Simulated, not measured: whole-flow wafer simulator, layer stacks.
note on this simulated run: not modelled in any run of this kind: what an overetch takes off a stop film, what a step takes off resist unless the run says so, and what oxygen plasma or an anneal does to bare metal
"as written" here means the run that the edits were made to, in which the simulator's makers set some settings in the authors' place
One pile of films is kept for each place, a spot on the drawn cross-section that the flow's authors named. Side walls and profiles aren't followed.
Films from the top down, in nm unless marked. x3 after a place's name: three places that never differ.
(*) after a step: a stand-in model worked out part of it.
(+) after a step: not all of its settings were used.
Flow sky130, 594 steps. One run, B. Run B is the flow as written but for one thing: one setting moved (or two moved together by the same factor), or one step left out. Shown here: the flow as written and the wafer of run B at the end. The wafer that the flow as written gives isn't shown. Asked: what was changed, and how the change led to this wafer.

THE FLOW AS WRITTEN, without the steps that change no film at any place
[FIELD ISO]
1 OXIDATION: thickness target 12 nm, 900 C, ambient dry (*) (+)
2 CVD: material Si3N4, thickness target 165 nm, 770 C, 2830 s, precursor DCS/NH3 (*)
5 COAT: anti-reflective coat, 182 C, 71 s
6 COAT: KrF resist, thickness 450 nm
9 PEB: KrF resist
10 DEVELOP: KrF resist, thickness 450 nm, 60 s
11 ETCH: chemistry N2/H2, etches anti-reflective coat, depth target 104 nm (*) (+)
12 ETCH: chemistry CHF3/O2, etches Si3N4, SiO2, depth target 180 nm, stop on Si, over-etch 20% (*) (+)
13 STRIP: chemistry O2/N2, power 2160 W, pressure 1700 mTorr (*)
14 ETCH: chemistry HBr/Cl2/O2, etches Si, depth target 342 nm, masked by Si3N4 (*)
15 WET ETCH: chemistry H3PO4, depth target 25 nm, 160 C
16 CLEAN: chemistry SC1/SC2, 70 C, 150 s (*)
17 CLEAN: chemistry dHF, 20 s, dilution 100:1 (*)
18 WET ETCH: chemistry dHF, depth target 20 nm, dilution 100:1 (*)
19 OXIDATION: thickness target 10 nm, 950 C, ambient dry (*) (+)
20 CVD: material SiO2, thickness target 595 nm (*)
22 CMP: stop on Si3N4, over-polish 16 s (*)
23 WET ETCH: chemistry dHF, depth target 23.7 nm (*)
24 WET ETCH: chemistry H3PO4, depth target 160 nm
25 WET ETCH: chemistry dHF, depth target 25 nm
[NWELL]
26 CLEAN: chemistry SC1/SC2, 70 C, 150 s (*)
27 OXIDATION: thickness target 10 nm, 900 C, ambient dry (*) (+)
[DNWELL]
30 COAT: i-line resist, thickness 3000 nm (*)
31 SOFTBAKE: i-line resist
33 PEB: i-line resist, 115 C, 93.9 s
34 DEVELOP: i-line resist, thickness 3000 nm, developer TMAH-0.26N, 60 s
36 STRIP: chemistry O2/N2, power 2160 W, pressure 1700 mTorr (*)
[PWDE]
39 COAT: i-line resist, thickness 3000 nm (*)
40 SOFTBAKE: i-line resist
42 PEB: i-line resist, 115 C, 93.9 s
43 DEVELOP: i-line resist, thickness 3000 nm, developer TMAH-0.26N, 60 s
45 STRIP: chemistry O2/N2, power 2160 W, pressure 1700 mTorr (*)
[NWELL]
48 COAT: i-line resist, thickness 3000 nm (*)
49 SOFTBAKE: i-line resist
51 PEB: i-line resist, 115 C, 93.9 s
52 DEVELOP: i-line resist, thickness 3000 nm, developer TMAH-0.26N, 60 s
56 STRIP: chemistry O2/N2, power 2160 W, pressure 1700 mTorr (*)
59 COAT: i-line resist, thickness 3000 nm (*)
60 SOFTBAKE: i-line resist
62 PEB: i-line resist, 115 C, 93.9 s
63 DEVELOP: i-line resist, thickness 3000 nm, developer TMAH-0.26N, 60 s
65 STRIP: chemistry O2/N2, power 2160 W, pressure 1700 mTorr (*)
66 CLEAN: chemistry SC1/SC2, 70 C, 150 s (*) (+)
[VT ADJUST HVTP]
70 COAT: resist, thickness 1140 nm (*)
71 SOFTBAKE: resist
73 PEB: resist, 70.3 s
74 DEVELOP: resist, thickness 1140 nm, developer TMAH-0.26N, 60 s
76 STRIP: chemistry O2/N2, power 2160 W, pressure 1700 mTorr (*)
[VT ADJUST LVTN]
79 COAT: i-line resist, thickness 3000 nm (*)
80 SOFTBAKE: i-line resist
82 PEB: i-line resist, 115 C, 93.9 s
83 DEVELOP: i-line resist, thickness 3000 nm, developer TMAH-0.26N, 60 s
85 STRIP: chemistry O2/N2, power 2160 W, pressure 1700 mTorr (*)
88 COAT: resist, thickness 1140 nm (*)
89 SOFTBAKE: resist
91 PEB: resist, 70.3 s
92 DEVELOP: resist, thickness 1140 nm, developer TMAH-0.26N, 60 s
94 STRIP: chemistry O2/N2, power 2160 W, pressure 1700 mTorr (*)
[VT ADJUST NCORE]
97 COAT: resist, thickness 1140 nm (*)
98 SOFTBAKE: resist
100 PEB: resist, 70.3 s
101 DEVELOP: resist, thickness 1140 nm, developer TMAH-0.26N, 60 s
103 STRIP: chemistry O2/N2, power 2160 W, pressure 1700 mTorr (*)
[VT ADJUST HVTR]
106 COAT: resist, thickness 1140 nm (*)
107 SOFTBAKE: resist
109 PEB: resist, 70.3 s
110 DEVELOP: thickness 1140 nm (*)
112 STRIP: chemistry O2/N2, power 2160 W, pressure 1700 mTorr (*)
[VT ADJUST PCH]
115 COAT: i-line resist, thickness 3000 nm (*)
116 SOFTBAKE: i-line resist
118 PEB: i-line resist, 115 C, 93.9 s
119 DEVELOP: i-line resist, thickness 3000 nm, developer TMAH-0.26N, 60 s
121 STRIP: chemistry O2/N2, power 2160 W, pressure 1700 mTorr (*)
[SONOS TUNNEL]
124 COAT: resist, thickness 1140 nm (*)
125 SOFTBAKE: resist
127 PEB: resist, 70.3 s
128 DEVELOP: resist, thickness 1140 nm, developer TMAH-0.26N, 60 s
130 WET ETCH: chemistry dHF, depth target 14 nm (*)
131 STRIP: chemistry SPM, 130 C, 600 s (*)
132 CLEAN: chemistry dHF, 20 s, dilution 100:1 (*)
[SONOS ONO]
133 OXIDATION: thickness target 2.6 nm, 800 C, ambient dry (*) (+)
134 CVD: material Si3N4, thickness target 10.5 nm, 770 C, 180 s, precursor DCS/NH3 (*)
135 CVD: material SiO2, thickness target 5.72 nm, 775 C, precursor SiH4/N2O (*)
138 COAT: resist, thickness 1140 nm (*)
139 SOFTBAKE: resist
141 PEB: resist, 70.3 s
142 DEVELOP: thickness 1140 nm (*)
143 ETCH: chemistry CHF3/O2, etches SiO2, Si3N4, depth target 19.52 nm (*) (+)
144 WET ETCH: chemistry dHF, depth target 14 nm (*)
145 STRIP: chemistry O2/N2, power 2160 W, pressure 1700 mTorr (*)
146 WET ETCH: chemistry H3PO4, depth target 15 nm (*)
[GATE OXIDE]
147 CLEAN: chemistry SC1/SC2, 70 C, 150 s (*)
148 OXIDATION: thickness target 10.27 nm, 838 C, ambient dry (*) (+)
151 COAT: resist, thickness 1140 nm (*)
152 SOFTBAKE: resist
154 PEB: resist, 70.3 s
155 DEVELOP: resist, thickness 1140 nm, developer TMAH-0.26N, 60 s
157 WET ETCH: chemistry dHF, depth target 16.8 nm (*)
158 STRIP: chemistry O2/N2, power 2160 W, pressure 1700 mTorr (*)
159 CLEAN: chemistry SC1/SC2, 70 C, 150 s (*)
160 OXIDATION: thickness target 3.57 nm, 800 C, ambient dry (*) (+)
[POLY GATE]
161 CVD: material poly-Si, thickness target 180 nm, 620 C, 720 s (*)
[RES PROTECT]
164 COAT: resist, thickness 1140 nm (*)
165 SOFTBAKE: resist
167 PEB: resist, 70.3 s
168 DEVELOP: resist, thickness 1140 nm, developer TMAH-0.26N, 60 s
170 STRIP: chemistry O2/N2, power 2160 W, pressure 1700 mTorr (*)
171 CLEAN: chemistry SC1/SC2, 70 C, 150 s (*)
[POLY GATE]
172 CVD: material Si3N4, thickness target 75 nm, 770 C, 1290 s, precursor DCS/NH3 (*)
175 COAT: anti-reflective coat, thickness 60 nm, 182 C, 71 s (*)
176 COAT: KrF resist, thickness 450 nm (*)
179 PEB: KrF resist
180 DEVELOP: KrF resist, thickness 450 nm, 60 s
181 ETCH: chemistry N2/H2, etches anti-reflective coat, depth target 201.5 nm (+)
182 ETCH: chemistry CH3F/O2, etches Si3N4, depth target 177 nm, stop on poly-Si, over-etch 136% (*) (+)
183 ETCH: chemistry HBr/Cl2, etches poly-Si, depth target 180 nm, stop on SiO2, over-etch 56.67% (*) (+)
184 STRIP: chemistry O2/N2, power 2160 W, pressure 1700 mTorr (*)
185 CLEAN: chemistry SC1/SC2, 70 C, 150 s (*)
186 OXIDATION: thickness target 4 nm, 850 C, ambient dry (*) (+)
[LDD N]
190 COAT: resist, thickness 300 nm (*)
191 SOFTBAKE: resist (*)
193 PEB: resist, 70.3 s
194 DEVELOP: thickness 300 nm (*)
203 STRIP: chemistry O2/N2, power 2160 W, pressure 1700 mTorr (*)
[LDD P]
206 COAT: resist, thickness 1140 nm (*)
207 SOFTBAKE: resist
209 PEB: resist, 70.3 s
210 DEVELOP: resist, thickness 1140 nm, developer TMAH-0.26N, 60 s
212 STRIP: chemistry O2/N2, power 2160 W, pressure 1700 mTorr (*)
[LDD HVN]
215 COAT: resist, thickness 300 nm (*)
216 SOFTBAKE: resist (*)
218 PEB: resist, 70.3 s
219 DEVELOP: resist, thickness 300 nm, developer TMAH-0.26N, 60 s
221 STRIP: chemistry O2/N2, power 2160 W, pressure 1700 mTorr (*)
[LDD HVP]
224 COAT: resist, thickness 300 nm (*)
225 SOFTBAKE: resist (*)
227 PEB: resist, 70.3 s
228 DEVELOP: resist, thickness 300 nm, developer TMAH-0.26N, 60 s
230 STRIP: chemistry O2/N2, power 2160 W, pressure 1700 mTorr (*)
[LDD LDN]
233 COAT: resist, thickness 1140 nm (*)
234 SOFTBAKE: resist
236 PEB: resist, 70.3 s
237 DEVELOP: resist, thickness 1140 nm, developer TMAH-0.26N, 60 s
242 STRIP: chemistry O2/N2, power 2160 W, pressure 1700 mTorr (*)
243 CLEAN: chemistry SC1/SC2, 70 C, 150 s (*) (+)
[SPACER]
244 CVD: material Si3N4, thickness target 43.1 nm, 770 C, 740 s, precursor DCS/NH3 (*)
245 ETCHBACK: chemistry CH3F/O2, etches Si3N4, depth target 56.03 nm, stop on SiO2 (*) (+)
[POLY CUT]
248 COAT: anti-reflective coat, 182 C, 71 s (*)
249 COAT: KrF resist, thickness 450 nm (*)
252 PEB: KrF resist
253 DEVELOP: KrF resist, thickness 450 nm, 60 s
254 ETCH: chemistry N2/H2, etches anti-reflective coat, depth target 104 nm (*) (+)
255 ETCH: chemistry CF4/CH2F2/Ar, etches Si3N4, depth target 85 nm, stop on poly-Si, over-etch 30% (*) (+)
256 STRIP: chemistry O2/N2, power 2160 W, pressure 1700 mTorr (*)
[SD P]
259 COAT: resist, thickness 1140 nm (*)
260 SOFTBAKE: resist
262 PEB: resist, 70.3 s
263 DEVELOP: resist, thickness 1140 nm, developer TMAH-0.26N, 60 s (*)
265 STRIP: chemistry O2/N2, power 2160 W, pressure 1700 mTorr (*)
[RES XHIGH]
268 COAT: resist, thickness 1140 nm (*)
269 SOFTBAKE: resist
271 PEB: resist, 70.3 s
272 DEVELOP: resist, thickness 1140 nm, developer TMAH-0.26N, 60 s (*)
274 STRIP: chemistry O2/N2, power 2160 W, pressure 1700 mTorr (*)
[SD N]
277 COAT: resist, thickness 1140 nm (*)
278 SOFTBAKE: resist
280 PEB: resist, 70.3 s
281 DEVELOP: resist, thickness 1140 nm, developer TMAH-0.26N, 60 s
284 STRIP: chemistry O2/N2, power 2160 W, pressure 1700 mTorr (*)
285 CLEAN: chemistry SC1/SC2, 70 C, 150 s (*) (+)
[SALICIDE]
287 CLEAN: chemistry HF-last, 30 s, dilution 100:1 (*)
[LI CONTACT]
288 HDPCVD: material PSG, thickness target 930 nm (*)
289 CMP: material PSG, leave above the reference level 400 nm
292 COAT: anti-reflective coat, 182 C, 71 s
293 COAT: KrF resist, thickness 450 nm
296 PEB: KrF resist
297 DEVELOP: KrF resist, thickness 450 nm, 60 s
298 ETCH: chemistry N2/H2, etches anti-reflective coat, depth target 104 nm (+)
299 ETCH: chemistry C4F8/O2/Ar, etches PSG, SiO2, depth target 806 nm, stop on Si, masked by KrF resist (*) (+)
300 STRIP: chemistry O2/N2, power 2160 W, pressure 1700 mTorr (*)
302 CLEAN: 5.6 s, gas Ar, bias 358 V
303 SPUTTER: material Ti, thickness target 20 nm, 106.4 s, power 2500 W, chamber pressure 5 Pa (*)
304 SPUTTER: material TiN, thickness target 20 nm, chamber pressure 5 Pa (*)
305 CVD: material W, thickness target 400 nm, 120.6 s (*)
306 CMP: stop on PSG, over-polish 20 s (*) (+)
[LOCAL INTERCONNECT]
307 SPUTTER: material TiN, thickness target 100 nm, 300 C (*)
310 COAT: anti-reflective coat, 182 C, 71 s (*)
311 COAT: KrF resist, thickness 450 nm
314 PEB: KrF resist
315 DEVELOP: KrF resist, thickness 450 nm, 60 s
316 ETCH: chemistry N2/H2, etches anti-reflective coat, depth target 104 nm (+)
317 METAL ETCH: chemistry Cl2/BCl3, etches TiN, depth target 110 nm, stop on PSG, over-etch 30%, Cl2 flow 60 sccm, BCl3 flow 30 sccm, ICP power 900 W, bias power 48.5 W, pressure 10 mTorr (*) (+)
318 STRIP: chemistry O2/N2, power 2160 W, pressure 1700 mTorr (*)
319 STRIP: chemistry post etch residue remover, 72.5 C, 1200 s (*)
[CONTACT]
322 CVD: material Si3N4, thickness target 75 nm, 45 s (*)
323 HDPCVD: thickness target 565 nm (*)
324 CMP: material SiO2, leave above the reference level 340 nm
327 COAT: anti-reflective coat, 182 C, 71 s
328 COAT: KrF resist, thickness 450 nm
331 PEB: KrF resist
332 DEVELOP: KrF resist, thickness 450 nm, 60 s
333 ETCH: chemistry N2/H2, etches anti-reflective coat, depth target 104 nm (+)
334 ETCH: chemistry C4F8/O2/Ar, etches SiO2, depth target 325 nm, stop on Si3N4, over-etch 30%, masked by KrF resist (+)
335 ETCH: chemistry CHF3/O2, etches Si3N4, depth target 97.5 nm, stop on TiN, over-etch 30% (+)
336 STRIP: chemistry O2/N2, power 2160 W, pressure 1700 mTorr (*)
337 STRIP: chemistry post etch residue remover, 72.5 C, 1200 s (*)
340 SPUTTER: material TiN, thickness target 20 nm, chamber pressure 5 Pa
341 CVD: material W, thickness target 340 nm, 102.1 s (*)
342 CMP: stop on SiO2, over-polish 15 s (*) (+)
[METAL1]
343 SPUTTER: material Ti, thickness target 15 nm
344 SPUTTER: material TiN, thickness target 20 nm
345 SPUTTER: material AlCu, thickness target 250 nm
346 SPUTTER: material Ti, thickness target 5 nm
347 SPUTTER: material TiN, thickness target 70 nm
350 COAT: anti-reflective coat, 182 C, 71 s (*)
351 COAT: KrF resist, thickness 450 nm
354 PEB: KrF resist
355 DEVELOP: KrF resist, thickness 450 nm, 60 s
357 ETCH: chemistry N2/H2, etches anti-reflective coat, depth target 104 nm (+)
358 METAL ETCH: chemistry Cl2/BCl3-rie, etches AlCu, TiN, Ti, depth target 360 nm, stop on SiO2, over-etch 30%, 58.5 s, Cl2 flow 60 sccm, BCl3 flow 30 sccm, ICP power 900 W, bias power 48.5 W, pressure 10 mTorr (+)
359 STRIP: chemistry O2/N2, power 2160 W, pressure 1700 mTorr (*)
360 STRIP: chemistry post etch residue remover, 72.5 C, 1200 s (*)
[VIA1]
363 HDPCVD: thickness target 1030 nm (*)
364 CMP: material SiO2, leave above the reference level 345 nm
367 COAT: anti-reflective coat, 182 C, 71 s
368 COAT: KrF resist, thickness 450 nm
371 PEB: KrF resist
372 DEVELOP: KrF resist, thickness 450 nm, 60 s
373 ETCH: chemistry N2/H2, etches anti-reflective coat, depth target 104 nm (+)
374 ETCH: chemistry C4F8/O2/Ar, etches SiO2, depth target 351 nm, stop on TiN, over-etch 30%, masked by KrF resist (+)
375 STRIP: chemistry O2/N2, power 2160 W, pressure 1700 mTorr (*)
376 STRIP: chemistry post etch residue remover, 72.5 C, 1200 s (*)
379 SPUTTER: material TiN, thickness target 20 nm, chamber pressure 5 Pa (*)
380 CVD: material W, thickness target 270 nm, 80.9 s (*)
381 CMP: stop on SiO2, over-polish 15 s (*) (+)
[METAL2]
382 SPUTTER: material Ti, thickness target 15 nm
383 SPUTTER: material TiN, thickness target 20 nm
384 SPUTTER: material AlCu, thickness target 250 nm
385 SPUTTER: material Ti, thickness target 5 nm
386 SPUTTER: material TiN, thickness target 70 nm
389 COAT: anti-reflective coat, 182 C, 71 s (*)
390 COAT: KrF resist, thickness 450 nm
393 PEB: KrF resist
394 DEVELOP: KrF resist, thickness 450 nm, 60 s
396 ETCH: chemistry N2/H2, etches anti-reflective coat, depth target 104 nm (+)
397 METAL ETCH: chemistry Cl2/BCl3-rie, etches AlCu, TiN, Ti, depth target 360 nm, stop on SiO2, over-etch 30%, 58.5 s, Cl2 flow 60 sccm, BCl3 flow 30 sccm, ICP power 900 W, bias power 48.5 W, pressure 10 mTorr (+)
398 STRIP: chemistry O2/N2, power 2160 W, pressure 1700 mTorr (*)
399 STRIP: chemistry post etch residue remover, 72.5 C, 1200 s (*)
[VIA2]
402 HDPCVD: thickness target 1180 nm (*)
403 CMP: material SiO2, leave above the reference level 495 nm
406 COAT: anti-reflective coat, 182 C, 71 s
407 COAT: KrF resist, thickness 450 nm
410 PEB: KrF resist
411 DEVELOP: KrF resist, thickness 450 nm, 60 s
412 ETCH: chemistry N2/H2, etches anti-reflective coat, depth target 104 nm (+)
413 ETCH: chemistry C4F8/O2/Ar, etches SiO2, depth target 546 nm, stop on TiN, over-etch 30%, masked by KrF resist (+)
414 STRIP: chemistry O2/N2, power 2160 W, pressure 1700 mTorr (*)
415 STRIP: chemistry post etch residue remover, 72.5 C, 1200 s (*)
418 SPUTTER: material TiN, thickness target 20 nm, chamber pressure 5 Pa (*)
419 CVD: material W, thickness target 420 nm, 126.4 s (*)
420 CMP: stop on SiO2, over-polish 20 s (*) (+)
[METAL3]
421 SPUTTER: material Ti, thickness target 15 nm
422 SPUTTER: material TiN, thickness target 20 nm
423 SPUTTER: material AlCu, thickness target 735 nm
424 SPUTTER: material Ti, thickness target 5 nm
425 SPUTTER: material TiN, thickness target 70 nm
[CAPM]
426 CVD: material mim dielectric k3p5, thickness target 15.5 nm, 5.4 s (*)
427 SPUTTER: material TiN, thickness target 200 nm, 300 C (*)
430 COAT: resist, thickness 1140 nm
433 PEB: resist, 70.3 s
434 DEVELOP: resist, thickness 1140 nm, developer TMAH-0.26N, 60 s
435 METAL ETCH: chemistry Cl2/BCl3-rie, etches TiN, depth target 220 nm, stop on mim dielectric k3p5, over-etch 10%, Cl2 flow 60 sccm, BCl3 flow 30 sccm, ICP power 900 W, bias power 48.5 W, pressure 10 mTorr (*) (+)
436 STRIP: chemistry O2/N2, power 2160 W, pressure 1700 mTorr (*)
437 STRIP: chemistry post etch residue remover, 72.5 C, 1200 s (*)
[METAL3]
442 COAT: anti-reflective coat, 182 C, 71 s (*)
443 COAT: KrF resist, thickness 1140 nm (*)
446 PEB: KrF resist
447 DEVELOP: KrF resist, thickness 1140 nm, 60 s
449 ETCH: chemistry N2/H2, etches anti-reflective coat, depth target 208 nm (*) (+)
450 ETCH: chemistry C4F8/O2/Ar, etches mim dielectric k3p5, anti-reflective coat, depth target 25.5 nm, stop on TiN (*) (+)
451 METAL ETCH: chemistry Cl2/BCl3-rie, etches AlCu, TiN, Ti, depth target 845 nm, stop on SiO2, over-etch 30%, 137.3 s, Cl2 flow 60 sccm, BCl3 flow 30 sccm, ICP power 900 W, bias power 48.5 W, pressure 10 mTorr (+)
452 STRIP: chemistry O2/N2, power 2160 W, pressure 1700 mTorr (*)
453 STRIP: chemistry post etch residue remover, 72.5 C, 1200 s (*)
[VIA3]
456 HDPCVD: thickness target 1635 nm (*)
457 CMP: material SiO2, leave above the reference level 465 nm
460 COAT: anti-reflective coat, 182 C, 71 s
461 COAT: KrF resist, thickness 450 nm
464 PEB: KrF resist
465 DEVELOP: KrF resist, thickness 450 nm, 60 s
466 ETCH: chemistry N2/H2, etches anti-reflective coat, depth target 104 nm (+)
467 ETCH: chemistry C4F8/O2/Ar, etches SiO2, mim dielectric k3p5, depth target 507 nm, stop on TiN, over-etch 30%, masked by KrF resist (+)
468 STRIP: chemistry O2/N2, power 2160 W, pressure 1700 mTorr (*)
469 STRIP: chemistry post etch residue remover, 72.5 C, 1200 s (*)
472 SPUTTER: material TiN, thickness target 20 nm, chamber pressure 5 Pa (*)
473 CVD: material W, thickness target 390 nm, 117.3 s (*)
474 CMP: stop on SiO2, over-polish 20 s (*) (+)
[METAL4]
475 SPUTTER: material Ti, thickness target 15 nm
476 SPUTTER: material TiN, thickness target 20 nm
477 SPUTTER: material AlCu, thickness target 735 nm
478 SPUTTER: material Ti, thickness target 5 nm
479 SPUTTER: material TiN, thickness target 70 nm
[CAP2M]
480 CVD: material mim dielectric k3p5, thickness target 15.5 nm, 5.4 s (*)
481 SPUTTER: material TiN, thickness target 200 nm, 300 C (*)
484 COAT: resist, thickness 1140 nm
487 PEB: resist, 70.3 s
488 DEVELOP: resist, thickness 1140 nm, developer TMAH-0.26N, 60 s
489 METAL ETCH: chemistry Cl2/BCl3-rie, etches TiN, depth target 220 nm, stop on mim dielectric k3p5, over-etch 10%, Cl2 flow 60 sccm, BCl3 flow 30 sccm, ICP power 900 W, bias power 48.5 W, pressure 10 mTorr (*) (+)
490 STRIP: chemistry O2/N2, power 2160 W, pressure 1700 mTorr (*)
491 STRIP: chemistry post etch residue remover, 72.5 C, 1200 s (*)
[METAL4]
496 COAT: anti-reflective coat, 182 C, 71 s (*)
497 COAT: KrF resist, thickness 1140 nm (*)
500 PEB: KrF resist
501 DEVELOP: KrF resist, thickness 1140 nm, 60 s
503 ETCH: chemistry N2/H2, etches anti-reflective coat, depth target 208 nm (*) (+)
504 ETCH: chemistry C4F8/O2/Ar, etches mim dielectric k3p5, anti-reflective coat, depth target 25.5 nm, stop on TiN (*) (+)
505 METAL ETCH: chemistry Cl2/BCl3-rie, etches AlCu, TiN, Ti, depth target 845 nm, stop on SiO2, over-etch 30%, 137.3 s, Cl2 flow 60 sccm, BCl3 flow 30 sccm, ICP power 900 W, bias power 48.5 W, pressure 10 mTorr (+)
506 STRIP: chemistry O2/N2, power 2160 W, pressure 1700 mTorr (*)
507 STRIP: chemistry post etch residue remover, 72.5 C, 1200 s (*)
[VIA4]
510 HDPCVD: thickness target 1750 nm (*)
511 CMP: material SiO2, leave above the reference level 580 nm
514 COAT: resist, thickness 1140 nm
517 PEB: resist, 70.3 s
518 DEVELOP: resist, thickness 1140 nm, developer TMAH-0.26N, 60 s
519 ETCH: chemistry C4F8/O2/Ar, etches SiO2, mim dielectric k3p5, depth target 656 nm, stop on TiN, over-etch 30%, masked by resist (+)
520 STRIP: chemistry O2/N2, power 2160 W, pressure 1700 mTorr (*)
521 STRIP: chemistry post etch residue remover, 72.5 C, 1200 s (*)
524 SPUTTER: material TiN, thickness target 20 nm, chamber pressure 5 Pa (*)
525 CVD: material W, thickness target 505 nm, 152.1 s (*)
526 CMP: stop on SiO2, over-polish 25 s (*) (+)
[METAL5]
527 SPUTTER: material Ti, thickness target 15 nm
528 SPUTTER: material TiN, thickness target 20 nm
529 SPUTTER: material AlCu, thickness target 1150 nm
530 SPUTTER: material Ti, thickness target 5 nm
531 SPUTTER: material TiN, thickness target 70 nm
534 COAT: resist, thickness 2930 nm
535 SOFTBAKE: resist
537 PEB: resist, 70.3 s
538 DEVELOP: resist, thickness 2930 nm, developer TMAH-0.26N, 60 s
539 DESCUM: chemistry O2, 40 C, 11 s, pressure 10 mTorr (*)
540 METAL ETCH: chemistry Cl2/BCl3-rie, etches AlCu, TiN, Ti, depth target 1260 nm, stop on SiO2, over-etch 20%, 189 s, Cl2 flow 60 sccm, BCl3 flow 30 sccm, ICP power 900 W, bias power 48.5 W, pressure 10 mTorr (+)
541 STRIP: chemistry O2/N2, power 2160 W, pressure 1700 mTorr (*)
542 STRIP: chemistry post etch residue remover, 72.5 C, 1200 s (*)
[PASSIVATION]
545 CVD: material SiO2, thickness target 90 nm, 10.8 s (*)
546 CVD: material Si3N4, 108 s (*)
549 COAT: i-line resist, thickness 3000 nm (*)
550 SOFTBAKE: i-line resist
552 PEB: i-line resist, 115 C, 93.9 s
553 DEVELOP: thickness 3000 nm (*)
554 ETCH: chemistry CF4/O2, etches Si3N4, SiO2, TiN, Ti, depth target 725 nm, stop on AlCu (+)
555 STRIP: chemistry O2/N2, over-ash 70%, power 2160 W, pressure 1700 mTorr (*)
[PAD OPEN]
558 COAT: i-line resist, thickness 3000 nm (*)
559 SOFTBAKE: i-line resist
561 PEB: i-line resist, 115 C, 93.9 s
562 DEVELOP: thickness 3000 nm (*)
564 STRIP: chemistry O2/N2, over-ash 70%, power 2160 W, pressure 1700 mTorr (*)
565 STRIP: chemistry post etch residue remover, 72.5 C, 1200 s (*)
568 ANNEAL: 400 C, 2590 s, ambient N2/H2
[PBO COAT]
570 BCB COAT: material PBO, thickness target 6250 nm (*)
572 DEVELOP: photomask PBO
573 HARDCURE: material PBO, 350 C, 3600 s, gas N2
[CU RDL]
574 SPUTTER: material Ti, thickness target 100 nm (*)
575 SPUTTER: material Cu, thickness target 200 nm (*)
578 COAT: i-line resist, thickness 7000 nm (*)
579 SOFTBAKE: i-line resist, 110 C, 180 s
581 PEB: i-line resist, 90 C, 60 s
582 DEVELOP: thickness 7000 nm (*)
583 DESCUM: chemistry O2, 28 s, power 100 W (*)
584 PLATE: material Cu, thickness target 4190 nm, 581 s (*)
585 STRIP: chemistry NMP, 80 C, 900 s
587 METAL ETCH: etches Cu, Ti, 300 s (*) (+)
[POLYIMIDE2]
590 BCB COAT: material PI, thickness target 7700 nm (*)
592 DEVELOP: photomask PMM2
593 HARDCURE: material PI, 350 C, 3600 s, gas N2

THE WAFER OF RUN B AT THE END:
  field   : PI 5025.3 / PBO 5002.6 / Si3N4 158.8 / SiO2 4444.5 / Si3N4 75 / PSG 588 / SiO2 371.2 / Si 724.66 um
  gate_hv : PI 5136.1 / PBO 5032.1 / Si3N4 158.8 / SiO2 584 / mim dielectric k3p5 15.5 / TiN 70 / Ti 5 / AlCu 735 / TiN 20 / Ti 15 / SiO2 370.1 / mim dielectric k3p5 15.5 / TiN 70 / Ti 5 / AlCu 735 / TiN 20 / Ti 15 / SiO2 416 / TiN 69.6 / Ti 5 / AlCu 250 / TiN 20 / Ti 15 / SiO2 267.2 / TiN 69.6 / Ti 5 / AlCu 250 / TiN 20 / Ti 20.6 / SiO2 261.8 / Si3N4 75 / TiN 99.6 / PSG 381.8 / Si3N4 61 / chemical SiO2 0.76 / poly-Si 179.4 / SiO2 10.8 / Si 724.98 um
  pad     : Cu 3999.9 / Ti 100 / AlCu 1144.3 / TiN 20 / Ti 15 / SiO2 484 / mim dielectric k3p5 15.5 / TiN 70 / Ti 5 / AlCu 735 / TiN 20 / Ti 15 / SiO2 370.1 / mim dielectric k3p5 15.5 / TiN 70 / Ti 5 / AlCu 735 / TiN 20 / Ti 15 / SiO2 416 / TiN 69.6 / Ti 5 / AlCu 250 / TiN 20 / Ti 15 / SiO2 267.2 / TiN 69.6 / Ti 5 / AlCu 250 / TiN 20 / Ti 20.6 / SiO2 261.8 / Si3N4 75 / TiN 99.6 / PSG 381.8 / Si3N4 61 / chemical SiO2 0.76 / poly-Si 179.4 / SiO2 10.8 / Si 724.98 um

The cause: step 343, SPUTTER: thickness target 20.6 nm was run, where the flow has thickness target 15 nm.
It can be read off the wafer: gate_hv has Ti 20.6, and step 343 as written asks for 15 nm.

How the change led to this, step by step:
  343 SPUTTER: material Ti, thickness target 15 nm
      field, active, n_well and 188 more: Ti +20.6 (new film) (as written it would be: Ti +15 (new film))
  358 METAL ETCH: chemistry Cl2/BCl3-rie, etches AlCu, TiN, Ti, depth target 360 nm, stop on SiO2, over-etch 30%, 58.5 s, Cl2 flow 60 sccm, BCl3 flow 30 sccm, ICP power 900 W, bias power 48.5 W, pressure 10 mTorr (+)
      field, active, gate and 81 more: TiN -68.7 (all of it), Ti -5 (all of it), AlCu -250 (all of it), TiN -20 (all of it), Ti -20.6 (all of it), SiO2 -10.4 (as written it would be: TiN -68.7 (all of it), Ti -5 (all of it), AlCu -250 (all of it), TiN -20 (all of it), Ti -15 (all of it), SiO2 -10.9)
